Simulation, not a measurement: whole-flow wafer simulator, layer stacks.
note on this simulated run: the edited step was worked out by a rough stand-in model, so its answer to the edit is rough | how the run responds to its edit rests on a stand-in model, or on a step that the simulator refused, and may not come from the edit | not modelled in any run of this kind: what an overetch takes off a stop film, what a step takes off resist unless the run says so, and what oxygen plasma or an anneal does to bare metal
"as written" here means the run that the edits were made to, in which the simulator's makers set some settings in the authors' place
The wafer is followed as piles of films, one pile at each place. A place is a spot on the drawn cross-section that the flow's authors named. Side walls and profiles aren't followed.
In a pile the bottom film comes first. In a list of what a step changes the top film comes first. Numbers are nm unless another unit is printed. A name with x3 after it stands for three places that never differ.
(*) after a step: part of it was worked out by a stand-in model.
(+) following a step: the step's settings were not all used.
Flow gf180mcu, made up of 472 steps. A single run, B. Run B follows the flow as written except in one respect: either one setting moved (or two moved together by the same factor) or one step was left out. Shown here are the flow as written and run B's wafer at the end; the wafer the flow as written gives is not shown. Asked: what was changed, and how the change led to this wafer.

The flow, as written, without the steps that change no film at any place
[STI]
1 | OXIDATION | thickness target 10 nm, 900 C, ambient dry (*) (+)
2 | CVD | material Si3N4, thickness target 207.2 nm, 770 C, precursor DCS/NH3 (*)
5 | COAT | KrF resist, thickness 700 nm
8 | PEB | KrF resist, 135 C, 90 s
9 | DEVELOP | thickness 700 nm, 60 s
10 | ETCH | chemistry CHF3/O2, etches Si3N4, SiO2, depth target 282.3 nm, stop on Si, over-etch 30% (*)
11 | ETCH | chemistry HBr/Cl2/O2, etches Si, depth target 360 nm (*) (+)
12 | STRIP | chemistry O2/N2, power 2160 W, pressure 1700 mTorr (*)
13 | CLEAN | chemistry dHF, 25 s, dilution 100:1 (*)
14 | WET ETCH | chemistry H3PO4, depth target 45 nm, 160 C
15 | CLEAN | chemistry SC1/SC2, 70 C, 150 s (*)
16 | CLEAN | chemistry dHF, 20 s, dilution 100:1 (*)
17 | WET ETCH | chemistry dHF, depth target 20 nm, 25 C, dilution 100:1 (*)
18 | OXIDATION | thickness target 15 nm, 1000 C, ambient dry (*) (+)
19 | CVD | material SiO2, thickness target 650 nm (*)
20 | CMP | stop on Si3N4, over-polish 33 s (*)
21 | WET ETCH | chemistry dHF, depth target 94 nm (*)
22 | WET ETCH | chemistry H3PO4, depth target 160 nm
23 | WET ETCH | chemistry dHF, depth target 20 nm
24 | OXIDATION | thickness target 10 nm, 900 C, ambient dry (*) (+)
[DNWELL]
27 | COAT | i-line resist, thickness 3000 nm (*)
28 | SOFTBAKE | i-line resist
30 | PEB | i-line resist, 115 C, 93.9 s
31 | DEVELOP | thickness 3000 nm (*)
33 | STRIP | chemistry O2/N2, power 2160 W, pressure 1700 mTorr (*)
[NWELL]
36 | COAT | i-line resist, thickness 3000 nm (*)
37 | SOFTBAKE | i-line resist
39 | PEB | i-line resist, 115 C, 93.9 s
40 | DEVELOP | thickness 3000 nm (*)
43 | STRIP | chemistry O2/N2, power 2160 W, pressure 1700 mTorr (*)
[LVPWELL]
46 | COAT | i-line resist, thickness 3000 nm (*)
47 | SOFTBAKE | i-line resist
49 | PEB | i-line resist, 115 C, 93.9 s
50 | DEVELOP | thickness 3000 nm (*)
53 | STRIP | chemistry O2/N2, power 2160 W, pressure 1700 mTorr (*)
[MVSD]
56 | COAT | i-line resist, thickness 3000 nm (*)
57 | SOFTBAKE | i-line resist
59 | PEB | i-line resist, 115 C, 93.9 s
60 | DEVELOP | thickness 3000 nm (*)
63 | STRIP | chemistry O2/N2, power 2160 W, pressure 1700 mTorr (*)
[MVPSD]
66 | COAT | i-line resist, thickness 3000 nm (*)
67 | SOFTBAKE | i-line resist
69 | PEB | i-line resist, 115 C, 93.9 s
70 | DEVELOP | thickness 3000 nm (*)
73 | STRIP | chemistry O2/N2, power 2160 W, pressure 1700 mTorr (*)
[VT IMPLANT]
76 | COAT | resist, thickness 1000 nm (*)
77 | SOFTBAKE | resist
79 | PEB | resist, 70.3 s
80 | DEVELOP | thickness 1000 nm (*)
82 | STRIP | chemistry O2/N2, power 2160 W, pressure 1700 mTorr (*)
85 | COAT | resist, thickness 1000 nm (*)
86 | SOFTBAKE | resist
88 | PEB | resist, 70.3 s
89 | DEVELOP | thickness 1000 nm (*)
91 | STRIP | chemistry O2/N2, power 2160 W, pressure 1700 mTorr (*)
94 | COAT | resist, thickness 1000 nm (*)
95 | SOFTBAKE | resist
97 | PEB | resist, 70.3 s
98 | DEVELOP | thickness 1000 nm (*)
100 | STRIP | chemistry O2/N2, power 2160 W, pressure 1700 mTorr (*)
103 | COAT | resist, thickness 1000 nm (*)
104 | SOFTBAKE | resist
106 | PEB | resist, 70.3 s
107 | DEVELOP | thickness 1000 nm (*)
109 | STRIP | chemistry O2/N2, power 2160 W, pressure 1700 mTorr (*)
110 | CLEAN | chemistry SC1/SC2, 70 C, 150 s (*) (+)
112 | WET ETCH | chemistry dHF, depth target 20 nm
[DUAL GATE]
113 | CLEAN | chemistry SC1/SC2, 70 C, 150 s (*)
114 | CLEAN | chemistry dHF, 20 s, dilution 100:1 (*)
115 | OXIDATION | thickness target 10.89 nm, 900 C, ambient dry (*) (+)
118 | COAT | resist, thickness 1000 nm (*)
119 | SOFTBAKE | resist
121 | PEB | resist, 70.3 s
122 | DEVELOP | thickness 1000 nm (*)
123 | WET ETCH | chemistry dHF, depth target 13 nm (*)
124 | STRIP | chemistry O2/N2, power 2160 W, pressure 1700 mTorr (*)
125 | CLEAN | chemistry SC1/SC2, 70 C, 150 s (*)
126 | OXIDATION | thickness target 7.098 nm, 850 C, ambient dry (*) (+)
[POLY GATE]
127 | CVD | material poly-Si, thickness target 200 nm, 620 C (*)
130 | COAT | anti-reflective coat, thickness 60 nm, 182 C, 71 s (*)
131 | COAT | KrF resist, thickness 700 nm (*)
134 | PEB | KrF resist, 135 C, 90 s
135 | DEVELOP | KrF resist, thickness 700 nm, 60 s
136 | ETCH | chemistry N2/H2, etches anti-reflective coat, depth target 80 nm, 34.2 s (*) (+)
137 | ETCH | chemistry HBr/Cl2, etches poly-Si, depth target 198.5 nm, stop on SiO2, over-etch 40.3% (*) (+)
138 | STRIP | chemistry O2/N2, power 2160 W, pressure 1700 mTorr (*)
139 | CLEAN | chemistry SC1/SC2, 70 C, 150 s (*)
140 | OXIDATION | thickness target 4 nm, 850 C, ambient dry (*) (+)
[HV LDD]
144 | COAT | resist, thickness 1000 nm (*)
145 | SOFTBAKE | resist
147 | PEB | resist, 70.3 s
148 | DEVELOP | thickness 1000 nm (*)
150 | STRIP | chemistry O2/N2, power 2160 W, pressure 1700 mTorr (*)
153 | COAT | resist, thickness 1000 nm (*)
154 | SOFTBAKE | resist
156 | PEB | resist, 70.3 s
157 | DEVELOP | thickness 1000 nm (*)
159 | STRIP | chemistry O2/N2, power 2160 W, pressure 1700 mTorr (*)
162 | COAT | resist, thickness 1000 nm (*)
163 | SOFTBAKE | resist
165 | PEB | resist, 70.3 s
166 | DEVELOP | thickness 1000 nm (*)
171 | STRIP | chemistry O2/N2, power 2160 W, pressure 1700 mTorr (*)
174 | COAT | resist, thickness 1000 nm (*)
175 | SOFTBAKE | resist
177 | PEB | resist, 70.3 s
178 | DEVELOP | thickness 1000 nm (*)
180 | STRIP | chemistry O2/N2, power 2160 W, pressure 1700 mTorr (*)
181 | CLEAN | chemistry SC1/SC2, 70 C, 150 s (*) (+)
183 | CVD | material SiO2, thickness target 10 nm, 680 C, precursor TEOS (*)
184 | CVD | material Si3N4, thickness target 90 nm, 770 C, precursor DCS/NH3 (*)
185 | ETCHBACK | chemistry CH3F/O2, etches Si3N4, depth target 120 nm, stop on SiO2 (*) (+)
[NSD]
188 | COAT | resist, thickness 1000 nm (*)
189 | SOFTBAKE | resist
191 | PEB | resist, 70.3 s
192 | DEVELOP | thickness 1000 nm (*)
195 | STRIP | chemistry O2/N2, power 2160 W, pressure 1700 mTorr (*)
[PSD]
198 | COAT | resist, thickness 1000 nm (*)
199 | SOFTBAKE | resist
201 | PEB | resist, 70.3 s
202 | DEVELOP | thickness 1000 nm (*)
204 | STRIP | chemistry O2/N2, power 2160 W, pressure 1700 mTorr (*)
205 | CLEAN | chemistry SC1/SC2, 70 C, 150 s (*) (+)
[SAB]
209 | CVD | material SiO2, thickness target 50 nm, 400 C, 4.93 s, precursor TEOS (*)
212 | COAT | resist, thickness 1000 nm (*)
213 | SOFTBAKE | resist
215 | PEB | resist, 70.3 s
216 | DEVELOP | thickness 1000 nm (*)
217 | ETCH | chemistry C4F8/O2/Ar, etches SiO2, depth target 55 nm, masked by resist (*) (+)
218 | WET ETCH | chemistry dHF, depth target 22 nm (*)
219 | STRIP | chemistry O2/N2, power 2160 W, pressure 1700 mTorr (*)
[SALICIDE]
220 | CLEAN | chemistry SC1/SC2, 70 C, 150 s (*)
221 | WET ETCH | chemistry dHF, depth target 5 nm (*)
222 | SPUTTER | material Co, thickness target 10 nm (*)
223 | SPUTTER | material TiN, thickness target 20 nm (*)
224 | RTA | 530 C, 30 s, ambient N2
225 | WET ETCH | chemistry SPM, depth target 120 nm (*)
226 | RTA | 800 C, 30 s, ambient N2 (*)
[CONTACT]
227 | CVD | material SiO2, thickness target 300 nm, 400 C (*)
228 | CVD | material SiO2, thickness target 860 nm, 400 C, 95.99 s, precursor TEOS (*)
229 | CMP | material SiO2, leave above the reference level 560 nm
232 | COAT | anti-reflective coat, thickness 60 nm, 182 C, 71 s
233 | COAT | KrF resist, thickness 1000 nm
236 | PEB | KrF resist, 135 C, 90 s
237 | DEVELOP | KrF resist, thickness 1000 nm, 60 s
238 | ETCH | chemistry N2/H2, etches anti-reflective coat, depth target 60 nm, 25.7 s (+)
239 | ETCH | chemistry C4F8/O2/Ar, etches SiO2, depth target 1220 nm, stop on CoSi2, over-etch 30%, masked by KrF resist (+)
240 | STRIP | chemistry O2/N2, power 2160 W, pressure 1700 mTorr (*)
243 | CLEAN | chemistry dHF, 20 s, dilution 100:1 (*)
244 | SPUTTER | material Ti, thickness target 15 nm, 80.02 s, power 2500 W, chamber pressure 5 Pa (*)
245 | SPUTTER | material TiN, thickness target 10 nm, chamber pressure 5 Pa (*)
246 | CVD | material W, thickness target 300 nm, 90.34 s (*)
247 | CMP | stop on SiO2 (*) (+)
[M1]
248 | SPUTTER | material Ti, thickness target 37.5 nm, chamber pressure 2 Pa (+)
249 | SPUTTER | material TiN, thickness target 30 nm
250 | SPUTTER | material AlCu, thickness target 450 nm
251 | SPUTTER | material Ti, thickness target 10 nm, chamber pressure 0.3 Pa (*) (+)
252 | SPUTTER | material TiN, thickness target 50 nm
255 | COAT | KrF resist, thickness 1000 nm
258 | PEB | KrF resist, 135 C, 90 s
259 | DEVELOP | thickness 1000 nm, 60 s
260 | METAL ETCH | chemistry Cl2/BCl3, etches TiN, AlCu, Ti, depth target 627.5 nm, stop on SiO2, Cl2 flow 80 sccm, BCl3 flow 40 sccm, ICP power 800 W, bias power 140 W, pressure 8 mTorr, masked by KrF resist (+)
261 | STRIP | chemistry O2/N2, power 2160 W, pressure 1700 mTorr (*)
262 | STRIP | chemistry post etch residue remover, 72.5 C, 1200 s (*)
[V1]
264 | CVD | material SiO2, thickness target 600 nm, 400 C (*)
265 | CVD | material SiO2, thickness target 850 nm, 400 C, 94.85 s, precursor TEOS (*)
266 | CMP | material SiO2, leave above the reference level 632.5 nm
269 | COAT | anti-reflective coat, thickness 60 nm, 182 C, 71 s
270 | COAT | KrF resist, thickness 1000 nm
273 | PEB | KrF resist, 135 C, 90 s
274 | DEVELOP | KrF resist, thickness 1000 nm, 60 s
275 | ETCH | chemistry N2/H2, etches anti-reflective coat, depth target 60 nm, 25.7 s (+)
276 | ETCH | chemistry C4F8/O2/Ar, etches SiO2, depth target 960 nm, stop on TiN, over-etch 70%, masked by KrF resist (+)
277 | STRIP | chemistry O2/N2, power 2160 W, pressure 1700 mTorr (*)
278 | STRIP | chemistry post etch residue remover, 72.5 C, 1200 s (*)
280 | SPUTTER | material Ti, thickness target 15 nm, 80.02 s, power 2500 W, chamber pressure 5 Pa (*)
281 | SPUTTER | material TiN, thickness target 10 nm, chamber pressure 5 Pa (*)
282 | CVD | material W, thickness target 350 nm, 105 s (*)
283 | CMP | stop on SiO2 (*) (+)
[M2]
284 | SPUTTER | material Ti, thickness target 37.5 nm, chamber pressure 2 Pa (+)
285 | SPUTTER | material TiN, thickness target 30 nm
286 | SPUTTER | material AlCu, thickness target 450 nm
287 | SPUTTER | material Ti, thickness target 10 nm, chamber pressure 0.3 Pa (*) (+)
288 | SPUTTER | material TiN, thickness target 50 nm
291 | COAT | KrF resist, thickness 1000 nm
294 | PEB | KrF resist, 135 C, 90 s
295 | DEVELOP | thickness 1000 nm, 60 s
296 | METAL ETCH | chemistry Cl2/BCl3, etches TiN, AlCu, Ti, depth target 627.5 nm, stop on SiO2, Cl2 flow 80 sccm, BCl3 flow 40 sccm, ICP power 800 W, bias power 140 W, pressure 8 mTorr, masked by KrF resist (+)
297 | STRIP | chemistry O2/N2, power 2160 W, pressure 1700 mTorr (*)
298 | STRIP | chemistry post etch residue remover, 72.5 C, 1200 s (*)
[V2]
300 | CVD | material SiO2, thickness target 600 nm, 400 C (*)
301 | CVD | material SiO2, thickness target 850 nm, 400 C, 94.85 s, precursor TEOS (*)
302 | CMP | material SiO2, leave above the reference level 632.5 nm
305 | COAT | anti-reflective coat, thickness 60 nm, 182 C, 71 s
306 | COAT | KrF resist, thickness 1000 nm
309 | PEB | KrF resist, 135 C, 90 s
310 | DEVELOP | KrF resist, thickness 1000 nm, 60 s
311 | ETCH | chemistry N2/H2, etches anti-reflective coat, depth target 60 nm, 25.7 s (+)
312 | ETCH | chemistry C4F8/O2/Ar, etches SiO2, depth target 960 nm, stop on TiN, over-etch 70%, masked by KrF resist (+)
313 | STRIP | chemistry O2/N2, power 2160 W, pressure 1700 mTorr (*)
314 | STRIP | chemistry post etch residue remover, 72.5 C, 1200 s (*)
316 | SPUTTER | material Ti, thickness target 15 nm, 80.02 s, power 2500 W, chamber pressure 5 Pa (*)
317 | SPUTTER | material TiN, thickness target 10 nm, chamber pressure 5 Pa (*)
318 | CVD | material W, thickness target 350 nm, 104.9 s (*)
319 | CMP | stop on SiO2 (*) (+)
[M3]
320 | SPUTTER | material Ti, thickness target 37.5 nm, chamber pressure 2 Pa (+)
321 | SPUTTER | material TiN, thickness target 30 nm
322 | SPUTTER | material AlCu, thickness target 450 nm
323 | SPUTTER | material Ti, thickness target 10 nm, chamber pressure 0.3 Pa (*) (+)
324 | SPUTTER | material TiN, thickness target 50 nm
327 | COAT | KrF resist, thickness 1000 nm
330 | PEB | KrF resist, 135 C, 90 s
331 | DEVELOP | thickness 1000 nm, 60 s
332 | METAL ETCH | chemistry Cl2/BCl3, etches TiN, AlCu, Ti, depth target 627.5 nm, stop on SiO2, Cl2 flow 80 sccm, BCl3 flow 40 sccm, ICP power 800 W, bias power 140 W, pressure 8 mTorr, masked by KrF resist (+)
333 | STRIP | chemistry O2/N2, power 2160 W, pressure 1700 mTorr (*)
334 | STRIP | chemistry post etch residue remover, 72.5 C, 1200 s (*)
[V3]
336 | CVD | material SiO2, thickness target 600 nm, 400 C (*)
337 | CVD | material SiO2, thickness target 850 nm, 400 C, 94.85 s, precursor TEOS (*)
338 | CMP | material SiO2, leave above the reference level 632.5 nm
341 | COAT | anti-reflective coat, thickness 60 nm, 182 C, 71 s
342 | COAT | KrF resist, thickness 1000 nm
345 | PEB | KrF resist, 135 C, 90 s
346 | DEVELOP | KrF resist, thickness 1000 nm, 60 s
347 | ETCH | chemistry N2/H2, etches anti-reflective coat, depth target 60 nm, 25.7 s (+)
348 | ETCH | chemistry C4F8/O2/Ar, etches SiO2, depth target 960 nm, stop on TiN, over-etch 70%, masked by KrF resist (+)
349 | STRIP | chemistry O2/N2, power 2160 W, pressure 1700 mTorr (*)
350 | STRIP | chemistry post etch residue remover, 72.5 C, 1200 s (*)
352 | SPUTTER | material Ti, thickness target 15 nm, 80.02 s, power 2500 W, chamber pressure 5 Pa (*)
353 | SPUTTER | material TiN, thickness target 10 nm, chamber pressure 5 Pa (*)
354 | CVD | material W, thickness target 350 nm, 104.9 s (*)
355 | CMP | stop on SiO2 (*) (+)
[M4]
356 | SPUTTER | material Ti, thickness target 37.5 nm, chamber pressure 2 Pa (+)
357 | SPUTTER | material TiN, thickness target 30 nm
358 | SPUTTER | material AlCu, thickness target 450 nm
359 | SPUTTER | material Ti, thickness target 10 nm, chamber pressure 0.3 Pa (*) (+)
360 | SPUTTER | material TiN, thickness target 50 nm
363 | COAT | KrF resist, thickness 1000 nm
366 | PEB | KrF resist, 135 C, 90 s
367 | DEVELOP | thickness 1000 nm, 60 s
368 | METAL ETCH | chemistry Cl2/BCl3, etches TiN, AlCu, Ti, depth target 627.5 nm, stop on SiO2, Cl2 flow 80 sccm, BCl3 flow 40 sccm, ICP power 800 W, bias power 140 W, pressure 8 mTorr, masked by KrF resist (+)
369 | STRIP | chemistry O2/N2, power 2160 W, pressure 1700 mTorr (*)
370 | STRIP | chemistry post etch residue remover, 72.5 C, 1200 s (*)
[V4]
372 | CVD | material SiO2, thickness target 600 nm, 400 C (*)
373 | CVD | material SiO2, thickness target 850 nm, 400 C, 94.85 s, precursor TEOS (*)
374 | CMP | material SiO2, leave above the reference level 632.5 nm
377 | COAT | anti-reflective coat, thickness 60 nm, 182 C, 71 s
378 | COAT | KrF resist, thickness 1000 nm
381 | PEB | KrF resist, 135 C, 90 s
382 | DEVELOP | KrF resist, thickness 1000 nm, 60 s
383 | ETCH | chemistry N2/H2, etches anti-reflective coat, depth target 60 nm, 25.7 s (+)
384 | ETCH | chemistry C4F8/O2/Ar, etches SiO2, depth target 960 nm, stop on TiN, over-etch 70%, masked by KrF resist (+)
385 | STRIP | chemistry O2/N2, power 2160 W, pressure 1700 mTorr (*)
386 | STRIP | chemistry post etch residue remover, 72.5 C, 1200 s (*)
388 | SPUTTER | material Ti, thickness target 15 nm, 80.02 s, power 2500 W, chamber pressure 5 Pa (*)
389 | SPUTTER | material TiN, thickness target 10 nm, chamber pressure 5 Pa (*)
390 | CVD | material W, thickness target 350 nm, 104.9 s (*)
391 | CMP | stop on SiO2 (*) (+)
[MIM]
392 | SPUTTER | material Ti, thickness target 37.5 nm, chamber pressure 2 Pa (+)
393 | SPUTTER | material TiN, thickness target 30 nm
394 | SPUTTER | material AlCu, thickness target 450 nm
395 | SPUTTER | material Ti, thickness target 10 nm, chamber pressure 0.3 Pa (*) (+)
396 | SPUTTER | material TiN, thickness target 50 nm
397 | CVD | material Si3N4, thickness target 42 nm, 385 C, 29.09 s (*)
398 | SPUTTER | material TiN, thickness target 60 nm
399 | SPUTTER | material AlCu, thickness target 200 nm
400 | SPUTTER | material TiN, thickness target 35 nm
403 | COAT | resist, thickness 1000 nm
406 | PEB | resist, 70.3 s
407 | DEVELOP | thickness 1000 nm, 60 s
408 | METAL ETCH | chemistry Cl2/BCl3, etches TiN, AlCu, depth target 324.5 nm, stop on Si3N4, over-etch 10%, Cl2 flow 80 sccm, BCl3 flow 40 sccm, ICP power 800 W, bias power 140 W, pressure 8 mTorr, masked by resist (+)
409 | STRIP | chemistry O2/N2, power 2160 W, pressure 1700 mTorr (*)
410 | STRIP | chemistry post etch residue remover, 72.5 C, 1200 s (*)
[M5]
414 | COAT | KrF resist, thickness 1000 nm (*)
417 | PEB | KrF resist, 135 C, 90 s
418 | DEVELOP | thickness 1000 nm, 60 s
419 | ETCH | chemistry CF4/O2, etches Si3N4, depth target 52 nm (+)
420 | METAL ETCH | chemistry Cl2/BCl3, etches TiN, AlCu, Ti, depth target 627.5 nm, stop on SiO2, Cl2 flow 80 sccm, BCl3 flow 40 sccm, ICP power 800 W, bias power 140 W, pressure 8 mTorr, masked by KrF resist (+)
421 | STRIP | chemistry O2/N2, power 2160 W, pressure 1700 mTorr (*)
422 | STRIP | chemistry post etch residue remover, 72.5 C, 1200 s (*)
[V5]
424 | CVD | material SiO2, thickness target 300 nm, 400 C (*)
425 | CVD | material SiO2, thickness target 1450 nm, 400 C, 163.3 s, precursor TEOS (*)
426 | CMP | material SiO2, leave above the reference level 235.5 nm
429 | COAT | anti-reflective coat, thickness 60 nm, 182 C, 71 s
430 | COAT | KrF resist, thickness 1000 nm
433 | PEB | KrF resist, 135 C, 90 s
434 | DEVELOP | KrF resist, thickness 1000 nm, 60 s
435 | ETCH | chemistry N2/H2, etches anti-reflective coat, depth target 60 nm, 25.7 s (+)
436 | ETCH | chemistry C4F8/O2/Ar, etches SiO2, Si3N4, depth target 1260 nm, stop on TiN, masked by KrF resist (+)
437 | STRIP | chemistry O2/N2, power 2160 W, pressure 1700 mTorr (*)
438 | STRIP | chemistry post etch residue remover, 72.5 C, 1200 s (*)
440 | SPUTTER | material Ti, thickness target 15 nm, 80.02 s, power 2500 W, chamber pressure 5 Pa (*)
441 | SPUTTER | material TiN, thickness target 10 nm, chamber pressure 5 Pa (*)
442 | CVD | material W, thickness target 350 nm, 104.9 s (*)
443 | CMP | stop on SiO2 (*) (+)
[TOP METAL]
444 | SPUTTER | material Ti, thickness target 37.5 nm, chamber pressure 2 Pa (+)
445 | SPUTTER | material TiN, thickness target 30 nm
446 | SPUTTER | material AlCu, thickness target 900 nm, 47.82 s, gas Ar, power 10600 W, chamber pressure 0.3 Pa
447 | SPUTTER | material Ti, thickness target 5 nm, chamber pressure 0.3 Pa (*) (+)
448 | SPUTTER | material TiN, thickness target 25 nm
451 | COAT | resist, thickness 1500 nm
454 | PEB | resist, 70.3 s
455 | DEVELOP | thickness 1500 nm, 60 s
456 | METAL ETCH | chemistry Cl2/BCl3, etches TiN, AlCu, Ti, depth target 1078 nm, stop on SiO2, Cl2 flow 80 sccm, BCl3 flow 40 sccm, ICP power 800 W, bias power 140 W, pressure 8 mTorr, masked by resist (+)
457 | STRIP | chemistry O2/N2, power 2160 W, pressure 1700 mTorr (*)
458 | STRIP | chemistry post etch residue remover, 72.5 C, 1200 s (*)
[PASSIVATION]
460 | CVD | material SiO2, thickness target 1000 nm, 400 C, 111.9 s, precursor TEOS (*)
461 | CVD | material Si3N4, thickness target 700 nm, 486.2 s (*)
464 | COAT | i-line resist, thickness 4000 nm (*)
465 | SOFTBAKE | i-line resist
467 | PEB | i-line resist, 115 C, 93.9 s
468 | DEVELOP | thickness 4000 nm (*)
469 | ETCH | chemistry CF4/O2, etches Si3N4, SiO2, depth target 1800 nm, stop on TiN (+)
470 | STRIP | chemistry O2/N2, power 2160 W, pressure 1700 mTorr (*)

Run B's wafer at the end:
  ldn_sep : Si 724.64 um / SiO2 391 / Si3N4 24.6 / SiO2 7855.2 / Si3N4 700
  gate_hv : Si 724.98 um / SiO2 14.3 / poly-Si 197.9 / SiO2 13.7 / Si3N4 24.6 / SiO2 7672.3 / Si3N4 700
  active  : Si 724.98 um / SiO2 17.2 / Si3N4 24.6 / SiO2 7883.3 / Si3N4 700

Cause: step 185, ETCHBACK: depth target 61.2 nm was run, though the flow has depth target 120 nm.

How this came from the change, step by step:
  185 | ETCHBACK | chemistry CH3F/O2, etches Si3N4, depth target 120 nm, stop on SiO2 (*) (+)
      field, field__w1, field__w2 and 100 more: -61.2 Si3N4 (as written it would have been: -90 Si3N4 (all of it), -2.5 SiO2)
  188 | COAT | resist, thickness 1000 nm (*)
      spacer: +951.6 resist (new film) (as written it would have been: +920.2 resist (new film))
  189 | SOFTBAKE | resist
      field__w9: -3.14 resist (as written it would have been: +6.92 resist)
      nw_enc_fld_lv: +5.57 resist (as written it would have been: +0.86 resist)
  191 | PEB | resist, 70.3 s
      spacer: -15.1 resist (as written it would have been: -14.3 resist)
  192 | DEVELOP | thickness 1000 nm (*)
      spacer: -936.5 resist (all of it) (as written it would have been: -905.9 resist (all of it))
  198 | COAT | resist, thickness 1000 nm (*)
      spacer: +951.6 resist (new film) (as written it would have been: +920.2 resist (new film))
  199 | SOFTBAKE | resist
      field__w9: -3.14 resist (as written it would have been: +6.92 resist)
      nw_enc_fld_lv: +5.57 resist (as written it would have been: +0.86 resist)
  201 | PEB | resist, 70.3 s
      spacer: -15.1 resist (as written it would have been: -14.3 resist)
  204 | STRIP | chemistry O2/N2, power 2160 W, pressure 1700 mTorr (*)
      spacer: -936.5 resist (all of it) (as written it would have been: -905.9 resist (all of it))
  205 | CLEAN | chemistry SC1/SC2, 70 C, 150 s (*) (+)
      field, field__w1, field__w2 and 105 more: -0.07 Si3N4 (as written it would have been: -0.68 SiO2)
  209 | CVD | material SiO2, thickness target 50 nm, 400 C, 4.93 s, precursor TEOS (*)
      field, field__w7, field__w8 and 73 more: +50 SiO2 (new film) (as written it would have been: +50 SiO2)
      field_sub__w1, field_sub__w3, field_sub__w4, field_sub__w5, ld_drift_n: +48.8 SiO2 (new film) (as written it would have been: +48.9 SiO2)
      (as well as at 27 more places)
  212 | COAT | resist, thickness 1000 nm (*)
      spacer: +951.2 resist (new film) (as written it would have been: +919.4 resist (new film))
  215 | PEB | resist, 70.3 s
      spacer: -15.1 resist (as written it would have been: -14.3 resist)
  216 | DEVELOP | thickness 1000 nm (*)
      spacer: -936.1 resist (all of it) (as written it would have been: -905.1 resist (all of it))
  217 | ETCH | chemistry C4F8/O2/Ar, etches SiO2, depth target 55 nm, masked by resist (*) (+)
      field, field__w7, field__w8 and 70 more: -50 SiO2 (all of it), -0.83 Si3N4 (as written it would have been: -55 SiO2)
      field_sub__w1, field_sub__w3, field_sub__w4, field_sub__w5, ld_drift_n: -48.8 SiO2 (all of it), -1.03 Si3N4 (as written it would have been: -55 SiO2)
      (as well as at 21 more places)
  218 | WET ETCH | chemistry dHF, depth target 22 nm (*)
      gate, gate_hv, gate_p and 23 more: -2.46 Si3N4 (as written it would have been: -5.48 SiO2 (all of it))
      field, field__w10, sti and 14 more: -2.46 Si3N4 (as written it would have been: -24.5 SiO2)
      (as well as at 56 more places)
  ... 12 further steps ...
  471 | ANNEAL | 400 C, 1800 s, ambient N2/H2
      polyc_n, polyc_p: under 9 films: +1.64 void (new film), -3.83 Ti, +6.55 TiSi first (new film), -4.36 poly-Si (as written it would have been: nothing)
      contact: under 49 films: +1.62 void (new film), -3.83 Ti, +6.55 TiSi first (new film), -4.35 Si (as written it would have been: nothing)
Taking metal films that touch as one body, gate_hv has 0 bodies; the flow as written gives 1 body.
Taking metal films that touch as one body, active has 0 bodies; the flow as written gives 1 body.
